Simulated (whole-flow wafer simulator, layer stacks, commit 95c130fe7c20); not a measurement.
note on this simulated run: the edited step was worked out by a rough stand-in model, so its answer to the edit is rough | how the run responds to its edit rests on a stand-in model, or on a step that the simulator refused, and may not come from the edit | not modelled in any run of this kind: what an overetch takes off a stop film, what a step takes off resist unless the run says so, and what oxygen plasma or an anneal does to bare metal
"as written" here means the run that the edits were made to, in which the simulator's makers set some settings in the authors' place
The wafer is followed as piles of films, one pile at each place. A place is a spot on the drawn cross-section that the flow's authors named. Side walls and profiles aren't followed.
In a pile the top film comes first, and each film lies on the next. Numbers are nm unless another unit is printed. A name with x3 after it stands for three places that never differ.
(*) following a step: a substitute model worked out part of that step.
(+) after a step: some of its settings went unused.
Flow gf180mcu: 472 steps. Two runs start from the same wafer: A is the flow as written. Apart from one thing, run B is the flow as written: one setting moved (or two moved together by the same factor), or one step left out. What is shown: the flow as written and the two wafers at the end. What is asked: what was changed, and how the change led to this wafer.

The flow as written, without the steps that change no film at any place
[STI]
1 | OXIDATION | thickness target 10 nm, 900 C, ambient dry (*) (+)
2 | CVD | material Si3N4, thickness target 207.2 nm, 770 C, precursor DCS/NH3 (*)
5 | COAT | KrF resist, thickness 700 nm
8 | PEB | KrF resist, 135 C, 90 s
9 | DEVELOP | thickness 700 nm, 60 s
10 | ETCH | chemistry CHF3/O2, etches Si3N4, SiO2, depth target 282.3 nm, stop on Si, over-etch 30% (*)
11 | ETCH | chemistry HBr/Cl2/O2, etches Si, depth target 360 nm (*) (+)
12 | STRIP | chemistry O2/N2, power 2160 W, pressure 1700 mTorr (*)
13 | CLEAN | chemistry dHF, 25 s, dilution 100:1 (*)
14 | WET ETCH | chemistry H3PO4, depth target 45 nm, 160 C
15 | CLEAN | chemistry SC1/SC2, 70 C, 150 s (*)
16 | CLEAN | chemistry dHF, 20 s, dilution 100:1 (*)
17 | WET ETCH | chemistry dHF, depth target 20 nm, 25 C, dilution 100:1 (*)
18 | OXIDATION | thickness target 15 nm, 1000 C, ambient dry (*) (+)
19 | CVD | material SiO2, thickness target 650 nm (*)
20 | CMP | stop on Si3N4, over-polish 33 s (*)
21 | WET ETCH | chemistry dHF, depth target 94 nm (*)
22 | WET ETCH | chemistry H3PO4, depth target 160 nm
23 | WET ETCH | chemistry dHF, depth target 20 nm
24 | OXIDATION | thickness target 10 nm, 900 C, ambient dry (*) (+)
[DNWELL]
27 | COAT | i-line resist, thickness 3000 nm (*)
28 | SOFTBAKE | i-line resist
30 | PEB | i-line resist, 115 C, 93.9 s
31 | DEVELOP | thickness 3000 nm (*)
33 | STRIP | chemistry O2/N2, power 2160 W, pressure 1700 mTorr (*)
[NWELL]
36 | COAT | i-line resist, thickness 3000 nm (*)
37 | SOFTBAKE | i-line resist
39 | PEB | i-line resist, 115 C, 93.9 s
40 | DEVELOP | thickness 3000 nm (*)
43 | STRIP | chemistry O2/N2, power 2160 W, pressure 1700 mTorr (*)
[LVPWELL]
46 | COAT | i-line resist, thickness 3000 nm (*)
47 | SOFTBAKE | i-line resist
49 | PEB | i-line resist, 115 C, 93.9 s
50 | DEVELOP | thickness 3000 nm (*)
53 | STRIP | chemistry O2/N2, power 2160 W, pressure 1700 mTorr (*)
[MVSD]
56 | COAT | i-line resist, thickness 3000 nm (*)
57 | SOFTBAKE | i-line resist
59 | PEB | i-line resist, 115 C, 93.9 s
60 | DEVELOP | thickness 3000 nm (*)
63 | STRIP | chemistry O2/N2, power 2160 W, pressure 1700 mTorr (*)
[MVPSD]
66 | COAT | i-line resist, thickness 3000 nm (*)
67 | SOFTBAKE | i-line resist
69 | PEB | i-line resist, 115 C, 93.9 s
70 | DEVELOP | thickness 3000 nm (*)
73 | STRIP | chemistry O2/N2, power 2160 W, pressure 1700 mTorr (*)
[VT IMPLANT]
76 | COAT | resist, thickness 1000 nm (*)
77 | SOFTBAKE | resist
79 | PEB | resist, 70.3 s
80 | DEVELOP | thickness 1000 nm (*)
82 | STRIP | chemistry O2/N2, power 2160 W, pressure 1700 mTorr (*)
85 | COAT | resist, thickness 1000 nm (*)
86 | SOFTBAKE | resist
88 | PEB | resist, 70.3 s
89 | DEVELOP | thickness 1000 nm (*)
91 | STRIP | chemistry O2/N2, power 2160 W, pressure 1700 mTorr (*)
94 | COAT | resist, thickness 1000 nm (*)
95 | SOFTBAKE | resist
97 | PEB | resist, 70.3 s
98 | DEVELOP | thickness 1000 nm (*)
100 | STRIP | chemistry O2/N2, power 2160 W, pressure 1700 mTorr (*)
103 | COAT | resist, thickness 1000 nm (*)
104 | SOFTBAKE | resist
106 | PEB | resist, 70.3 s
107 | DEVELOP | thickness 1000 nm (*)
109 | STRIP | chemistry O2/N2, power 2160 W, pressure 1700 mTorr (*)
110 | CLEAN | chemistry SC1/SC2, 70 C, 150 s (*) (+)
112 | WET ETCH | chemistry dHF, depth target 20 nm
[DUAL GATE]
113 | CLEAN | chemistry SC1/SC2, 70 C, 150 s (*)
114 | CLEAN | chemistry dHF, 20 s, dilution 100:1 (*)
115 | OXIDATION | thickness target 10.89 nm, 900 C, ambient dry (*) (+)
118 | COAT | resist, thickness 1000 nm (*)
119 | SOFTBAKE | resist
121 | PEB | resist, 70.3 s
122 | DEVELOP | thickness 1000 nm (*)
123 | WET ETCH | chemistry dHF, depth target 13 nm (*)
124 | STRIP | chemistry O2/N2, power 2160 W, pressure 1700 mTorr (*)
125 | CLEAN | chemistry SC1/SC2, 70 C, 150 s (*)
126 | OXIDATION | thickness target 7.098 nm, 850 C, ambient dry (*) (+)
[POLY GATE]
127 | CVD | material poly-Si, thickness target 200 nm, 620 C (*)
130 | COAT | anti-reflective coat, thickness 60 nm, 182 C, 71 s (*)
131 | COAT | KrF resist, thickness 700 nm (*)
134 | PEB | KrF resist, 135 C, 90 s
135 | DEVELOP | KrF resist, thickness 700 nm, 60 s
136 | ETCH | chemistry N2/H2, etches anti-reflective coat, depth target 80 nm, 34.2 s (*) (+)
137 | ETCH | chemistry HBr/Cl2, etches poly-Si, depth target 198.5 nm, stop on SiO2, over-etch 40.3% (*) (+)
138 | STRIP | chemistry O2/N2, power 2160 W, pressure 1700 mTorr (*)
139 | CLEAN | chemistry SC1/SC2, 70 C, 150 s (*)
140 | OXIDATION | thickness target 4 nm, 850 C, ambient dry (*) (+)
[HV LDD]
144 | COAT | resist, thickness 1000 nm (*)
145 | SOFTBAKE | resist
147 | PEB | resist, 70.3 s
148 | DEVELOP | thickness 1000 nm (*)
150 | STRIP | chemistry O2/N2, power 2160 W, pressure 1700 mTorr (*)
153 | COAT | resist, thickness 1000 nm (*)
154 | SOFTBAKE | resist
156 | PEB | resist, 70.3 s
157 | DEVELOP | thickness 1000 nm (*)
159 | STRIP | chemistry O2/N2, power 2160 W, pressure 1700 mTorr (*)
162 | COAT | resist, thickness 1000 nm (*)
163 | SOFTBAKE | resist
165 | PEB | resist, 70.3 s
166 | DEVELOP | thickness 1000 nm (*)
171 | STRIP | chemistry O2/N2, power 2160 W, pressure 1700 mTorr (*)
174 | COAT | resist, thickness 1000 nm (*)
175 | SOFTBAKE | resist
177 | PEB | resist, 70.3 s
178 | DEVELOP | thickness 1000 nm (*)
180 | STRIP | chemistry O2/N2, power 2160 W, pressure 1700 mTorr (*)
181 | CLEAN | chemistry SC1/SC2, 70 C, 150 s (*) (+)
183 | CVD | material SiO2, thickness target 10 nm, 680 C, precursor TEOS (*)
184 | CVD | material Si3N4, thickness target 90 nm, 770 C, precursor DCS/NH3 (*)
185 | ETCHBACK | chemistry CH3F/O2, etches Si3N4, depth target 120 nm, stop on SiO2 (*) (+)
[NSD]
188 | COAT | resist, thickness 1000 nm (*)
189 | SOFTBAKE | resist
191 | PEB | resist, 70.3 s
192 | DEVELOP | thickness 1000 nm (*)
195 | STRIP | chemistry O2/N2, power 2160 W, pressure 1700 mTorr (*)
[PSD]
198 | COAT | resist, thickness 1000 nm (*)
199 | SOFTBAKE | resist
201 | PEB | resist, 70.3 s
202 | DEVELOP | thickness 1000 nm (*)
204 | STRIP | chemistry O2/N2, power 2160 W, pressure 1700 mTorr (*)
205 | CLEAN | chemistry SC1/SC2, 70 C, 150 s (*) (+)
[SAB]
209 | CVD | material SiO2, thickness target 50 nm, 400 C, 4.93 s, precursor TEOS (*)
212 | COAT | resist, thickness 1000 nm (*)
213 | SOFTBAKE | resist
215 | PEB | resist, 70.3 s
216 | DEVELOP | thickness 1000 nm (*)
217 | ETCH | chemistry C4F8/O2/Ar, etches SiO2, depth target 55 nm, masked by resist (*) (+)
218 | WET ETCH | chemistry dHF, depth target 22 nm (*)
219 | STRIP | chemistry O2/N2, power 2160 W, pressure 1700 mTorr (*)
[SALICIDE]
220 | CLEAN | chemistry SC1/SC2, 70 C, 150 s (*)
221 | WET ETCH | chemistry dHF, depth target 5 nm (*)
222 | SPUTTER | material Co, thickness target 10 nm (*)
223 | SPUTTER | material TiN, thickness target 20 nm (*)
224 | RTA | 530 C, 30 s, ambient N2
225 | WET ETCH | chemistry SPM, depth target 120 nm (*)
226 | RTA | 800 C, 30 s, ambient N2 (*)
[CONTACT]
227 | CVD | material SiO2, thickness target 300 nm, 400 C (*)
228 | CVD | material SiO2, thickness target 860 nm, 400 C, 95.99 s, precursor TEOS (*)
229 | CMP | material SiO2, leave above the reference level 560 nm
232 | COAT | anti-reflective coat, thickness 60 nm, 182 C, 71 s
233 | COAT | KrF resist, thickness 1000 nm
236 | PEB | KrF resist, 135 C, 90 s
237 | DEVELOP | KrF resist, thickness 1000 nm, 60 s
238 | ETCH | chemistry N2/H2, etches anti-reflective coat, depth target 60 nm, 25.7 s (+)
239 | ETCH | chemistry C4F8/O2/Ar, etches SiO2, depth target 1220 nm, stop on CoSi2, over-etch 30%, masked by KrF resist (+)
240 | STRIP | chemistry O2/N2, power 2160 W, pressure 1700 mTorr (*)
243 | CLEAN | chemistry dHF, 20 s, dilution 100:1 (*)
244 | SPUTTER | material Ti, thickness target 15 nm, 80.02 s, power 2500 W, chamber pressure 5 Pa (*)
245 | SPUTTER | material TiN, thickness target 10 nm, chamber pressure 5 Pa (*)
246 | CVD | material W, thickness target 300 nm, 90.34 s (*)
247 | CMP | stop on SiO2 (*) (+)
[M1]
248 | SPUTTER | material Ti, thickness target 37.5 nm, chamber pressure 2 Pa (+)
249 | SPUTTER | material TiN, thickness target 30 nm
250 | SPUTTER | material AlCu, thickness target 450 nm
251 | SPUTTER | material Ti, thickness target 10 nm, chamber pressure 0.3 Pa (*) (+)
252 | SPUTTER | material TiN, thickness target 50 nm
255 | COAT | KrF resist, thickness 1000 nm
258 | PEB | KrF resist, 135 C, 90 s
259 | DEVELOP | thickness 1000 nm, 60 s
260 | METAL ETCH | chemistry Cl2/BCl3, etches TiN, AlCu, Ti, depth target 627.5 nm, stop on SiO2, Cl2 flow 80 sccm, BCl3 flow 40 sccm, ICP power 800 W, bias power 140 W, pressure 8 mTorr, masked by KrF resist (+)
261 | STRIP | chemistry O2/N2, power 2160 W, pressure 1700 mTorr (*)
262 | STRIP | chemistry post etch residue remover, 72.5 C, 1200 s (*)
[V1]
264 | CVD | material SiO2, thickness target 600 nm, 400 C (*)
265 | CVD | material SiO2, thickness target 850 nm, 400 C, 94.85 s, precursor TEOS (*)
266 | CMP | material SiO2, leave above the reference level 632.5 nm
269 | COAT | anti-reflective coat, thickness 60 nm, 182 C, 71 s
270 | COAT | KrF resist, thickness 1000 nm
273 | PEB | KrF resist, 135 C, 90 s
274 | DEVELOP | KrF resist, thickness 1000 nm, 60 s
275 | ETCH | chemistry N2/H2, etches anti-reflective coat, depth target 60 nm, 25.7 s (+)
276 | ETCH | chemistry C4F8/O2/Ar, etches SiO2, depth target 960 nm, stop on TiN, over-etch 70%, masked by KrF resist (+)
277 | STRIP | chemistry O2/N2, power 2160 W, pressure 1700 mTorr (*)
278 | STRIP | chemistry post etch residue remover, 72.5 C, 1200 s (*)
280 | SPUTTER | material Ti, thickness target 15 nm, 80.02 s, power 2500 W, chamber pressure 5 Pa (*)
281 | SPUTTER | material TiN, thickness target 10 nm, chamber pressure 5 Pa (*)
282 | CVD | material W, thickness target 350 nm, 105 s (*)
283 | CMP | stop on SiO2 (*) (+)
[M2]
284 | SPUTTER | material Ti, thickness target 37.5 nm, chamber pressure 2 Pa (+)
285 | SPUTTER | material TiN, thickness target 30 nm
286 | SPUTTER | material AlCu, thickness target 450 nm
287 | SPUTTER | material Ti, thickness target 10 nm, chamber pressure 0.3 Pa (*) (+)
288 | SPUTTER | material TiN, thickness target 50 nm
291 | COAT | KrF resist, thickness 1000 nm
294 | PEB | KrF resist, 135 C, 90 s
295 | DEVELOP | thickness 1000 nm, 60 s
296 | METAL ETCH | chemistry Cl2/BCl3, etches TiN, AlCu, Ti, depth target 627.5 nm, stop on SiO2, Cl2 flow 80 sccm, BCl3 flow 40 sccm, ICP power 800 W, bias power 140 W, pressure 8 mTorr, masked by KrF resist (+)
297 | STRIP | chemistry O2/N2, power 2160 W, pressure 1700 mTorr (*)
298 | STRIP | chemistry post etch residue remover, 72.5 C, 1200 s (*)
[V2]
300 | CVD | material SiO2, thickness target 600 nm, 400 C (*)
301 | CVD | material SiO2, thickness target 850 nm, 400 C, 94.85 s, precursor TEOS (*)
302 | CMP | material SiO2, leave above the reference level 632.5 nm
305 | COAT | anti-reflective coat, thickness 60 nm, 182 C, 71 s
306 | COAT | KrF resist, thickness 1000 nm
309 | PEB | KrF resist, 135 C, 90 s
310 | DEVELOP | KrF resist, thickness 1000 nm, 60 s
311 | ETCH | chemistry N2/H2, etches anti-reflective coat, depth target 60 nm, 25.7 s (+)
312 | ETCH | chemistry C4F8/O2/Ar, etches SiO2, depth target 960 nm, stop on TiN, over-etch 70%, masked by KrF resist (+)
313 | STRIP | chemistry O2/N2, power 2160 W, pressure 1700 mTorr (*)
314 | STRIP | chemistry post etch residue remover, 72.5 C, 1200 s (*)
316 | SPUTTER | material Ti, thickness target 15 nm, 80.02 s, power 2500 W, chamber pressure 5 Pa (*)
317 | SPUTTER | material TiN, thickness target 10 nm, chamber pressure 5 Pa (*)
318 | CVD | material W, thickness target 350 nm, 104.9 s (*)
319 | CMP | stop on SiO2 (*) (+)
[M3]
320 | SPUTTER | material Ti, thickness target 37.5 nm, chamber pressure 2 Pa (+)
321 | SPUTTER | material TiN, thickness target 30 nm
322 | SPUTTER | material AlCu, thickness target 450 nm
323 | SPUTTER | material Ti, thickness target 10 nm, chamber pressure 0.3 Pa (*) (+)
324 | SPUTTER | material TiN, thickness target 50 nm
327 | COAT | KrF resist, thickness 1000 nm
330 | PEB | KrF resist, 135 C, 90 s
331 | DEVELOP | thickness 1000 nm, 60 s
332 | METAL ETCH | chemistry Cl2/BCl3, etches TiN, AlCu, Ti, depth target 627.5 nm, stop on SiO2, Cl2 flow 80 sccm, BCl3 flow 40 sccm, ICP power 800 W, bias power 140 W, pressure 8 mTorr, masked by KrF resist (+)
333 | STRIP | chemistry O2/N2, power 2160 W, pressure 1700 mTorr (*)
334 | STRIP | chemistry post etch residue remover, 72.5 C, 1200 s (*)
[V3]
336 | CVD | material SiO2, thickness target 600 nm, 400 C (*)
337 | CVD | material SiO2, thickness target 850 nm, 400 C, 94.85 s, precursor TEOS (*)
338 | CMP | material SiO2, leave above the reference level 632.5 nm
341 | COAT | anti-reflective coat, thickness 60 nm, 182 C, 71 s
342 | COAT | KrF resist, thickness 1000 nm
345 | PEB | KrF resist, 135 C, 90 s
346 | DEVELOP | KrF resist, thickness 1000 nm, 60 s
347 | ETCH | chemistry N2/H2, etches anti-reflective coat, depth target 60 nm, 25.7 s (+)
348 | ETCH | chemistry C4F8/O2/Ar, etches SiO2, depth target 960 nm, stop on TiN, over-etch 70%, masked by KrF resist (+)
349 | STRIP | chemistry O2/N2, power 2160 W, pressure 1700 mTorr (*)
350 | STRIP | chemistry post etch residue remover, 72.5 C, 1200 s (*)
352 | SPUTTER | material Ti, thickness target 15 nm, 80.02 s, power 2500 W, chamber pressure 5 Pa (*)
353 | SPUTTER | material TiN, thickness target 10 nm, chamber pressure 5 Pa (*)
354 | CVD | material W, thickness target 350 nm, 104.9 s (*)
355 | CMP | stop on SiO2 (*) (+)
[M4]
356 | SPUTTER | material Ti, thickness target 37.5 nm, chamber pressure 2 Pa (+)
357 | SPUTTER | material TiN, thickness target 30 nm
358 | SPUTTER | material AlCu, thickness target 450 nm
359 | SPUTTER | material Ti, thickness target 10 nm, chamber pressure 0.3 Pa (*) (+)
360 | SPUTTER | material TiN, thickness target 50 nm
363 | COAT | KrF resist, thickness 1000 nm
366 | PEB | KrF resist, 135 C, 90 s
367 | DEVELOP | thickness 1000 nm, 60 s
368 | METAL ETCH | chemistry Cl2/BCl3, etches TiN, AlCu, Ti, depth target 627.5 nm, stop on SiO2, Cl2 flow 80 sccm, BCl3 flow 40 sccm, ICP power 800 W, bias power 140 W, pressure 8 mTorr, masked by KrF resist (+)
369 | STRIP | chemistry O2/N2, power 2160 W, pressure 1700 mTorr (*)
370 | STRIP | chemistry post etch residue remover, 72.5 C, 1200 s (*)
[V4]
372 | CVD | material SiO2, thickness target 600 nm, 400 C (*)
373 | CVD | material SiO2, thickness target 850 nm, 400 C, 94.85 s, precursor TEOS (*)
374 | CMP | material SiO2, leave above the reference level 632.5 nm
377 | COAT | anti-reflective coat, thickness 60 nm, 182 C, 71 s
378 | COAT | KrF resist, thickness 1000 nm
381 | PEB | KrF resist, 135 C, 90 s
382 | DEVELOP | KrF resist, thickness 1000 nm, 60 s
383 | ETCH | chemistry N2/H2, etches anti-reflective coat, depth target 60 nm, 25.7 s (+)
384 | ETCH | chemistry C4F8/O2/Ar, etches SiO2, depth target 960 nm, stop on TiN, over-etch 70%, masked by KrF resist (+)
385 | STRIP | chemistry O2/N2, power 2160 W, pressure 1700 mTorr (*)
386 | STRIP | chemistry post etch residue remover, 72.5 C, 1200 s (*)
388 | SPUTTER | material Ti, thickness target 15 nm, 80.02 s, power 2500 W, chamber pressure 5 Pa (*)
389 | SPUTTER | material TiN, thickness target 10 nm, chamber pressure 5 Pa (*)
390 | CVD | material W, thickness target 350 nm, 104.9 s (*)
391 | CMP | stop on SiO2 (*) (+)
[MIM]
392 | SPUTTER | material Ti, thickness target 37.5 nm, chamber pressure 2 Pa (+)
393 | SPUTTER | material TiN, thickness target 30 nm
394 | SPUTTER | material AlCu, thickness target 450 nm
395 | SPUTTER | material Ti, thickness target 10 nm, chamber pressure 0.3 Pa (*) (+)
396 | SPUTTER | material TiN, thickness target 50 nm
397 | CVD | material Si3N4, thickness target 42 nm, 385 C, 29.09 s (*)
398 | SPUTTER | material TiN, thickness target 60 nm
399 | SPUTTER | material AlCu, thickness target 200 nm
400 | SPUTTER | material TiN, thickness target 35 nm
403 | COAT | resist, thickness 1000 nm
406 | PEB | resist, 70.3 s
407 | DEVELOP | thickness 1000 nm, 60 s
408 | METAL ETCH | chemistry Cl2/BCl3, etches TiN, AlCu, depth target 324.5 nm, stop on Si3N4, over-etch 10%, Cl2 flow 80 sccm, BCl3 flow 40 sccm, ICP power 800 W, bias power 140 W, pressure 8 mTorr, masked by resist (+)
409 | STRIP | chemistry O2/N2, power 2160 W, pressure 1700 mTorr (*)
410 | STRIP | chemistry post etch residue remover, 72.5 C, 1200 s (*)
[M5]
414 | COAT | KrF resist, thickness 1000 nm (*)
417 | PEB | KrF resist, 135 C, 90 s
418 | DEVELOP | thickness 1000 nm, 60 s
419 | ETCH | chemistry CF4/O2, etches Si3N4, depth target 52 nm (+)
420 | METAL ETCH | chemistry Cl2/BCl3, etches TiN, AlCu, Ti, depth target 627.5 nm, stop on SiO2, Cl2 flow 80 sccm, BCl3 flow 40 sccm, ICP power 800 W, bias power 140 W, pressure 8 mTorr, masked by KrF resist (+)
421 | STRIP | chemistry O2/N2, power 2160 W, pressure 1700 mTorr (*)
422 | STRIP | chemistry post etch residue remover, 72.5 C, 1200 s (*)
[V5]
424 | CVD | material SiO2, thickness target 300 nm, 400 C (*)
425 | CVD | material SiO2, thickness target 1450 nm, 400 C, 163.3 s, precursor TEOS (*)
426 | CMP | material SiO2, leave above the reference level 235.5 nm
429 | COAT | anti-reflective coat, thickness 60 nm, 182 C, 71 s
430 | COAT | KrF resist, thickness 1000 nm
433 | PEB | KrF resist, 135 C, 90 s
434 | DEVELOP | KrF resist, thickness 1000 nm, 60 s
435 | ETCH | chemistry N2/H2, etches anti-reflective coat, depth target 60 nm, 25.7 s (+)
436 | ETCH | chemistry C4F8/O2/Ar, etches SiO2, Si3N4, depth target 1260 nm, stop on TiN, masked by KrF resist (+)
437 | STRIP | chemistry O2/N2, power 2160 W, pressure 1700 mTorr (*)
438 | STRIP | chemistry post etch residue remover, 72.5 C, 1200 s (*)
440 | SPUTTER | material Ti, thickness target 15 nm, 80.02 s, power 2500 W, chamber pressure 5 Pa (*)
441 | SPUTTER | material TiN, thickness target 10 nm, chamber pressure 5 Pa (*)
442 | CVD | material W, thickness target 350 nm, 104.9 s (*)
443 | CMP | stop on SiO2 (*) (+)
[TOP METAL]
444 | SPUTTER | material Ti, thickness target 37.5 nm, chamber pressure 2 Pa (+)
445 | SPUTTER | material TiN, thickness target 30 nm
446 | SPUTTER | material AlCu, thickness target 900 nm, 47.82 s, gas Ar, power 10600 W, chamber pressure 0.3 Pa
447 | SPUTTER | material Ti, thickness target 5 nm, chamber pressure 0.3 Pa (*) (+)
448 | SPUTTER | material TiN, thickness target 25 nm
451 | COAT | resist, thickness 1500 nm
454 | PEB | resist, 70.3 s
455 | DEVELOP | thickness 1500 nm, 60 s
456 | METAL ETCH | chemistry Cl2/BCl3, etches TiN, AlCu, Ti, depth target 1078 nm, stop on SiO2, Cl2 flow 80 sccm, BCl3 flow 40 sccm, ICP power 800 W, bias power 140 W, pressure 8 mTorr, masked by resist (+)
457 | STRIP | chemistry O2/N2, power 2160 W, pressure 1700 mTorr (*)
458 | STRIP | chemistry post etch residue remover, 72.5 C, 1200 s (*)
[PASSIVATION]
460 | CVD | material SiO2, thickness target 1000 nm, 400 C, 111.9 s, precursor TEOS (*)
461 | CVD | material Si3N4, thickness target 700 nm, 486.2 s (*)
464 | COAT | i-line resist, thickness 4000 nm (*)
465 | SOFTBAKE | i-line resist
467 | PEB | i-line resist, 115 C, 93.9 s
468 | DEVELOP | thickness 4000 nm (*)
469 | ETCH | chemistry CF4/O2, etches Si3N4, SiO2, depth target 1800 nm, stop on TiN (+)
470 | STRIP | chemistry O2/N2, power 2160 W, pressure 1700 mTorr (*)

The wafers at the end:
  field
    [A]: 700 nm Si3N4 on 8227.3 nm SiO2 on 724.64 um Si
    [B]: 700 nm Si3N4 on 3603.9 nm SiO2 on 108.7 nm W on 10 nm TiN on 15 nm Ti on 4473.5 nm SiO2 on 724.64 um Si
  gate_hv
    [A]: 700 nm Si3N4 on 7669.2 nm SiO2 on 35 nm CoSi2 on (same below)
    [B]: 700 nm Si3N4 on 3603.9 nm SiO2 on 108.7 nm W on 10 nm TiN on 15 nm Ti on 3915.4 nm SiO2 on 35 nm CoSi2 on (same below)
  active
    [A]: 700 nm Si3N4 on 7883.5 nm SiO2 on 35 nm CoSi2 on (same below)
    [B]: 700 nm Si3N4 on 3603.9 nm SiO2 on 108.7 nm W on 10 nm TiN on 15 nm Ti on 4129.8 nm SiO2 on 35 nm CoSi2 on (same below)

The reason: step 337, CVD: thickness target 374 nm was run, whereas the flow has thickness target 850 nm; step 337, CVD: 41.73 s was run, where the flow has 94.85 s.

The path from the change to this, step by step:
  337 | CVD | material SiO2, thickness target 850 nm, 400 C, 94.85 s, precursor TEOS (*)
      field, field__w1, field__w2 and 108 more: A +850 SiO2 | B +384 SiO2
  338 | CMP | material SiO2, leave above the reference level 632.5 nm
      field, field__w1, field__w2 and 103 more: A -300 SiO2 | B nothing
      field__w8, contact, m1, m1__w1, m1_nw: A -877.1 SiO2 | B -411.1 SiO2
  341 | COAT | anti-reflective coat, thickness 60 nm, 182 C, 71 s
      field: A +60 anti-reflective coat (new film) | B +132.5 anti-reflective coat (new film)
      field__w1: A +60 anti-reflective coat (new film) | B +89.2 anti-reflective coat (new film)
      (also at 20 further places)
  342 | COAT | KrF resist, thickness 1000 nm
      field: A +1000 KrF resist (new film) | B +970.3 KrF resist (new film)
      field__w1: A +1000 KrF resist (new film) | B +973.7 KrF resist (new film)
      (also at 13 further places)
  345 | PEB | KrF resist, 135 C, 90 s
      polyc_n, polyc_n_rim: A -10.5 KrF resist | B -12.1 KrF resist
      n_well: A -10.5 KrF resist | B -9.69 KrF resist
      (also at 7 further places)
  346 | DEVELOP | KrF resist, thickness 1000 nm, 60 s
      contact: A -989.5 KrF resist (all of it) | B -901.3 KrF resist (all of it)
  347 | ETCH | chemistry N2/H2, etches anti-reflective coat, depth target 60 nm, 25.7 s (+)
      contact: A -60 anti-reflective coat (all of it), -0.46 SiO2 | B -20.4 anti-reflective coat (all of it), -1.48 SiO2
  349 | STRIP | chemistry O2/N2, power 2160 W, pressure 1700 mTorr (*)
      field: A -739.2 KrF resist (all of it), -60 anti-reflective coat (all of it) | B -709.8 KrF resist (all of it), -132.5 anti-reflective coat (all of it)
      field__w1: A -739.2 KrF resist (all of it), -60 anti-reflective coat (all of it) | B -713.2 KrF resist (all of it), -89.2 anti-reflective coat (all of it)
      (also at 19 further places)
  352 | SPUTTER | material Ti, thickness target 15 nm, 80.02 s, power 2500 W, chamber pressure 5 Pa (*)
      contact: A +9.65 Ti (new film) | B +10.7 Ti (new film)
  353 | SPUTTER | material TiN, thickness target 10 nm, chamber pressure 5 Pa (*)
      contact: A +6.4 TiN (new film) | B +7.08 TiN (new film)
  354 | CVD | material W, thickness target 350 nm, 104.9 s (*)
      contact: A +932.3 W (new film) | B +764.6 W (new film)
  355 | CMP | stop on SiO2 (*) (+)
      field, field__w1, field__w2 and 103 more: A -350 W (all of it), -10 TiN (all of it), -15 Ti (all of it), -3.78 SiO2 | B -229 W
      field__w8, m1, m1__w1, m1_nw: A -350 W (all of it), -10 TiN (all of it), -15 Ti (all of it), -3.78 SiO2 | B -350 W (all of it), -10 TiN (all of it), -15 Ti (all of it), -20 SiO2
      (also at 1 further place)
  368 | METAL ETCH | chemistry Cl2/BCl3, etches TiN, AlCu, Ti, depth target 627.5 nm, stop on SiO2, Cl2 flow 80 sccm, BCl3 flow 40 sccm, ICP power 800 W, bias power 140 W, pressure 8 mTorr, masked by KrF resist (+)
      field, field__w1, field__w2 and 103 more: A -50 TiN (all of it), -10 Ti (all of it), -450 AlCu (all of it), -30 TiN (all of it), -37.5 Ti (all of it) | B -50 TiN (all of it), -10 Ti (all of it), -450 AlCu (all of it), -30 TiN (all of it), -37.5 Ti (all of it), -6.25 W
  370 | STRIP | chemistry post etch residue remover, 72.5 C, 1200 s (*)
      field, field__w1, field__w2 and 103 more: A nothing | B -6.01 W
  372 | CVD | material SiO2, thickness target 600 nm, 400 C (*)
      field, field__w1, field__w2 and 103 more: A +600 SiO2 | B +600 SiO2 (new film)
  374 | CMP | material SiO2, leave above the reference level 632.5 nm
      field, field__w1, field__w2 and 103 more: A -300 SiO2 | B -287.7 SiO2
If metal films that touch count as one body, field has 1 body; the flow as written gives 0 bodies.
If metal films that touch count as one body, gate_hv has 2 bodies (between them, from the top down: SiO2 3915.4); the flow as written gives 1 body.
If metal films that touch count as one body, active has 2 bodies (between them, from the top down: SiO2 4129.8); the flow as written gives 1 body.
